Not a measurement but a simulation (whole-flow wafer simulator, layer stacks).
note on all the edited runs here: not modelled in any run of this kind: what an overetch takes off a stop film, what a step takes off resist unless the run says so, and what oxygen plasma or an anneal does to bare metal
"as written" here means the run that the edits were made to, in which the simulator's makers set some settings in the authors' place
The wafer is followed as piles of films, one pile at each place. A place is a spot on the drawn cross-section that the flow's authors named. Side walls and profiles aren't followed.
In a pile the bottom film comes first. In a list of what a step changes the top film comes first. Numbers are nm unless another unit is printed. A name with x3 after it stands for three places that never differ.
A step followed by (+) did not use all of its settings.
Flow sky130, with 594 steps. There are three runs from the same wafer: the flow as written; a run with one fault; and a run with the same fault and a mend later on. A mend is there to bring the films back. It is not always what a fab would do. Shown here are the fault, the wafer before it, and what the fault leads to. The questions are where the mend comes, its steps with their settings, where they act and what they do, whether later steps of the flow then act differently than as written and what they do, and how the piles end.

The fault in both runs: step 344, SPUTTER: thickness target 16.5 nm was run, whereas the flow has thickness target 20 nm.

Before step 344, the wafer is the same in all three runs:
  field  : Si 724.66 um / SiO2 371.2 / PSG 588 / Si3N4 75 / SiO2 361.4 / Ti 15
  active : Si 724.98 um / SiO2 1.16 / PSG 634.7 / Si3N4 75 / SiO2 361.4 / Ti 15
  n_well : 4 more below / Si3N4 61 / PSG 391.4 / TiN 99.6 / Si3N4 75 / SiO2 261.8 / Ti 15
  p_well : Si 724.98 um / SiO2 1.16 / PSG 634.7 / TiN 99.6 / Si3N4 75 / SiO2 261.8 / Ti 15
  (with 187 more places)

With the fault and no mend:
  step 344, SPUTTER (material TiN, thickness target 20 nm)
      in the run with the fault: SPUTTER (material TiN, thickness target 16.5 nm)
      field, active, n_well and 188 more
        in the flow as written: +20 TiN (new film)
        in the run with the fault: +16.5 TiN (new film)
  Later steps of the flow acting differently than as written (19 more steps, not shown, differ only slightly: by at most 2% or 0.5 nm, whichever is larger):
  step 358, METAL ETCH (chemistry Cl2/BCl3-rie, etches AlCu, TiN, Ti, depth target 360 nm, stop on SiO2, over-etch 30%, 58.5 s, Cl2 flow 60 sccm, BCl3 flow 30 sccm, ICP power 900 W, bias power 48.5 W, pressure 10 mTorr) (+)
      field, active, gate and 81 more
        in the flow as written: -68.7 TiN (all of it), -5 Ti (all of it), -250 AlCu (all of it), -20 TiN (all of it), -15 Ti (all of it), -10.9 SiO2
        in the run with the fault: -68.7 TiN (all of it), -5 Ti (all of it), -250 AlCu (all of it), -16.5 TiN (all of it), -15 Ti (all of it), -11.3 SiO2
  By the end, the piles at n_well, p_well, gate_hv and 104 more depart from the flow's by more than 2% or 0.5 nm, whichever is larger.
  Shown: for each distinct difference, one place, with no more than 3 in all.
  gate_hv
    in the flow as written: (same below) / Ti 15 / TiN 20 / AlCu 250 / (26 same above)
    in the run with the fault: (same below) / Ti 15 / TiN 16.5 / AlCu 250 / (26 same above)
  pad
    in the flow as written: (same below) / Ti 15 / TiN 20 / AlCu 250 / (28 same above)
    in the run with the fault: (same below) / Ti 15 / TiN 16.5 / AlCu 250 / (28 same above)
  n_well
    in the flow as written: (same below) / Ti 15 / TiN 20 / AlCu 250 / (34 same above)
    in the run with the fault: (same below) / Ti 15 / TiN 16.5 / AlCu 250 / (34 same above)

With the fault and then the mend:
  The mend follows step 344.
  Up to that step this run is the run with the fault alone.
  step 344a, SPUTTER (material TiN, thickness target 3.5 nm) (the flow's step 344, run once more with other settings)
      field, active, n_well and 188 more
        +3.5 TiN
  Later steps of the flow that are run all act as written at every place that is followed.
  By the end, the piles equal the flow's at every place that both follow.
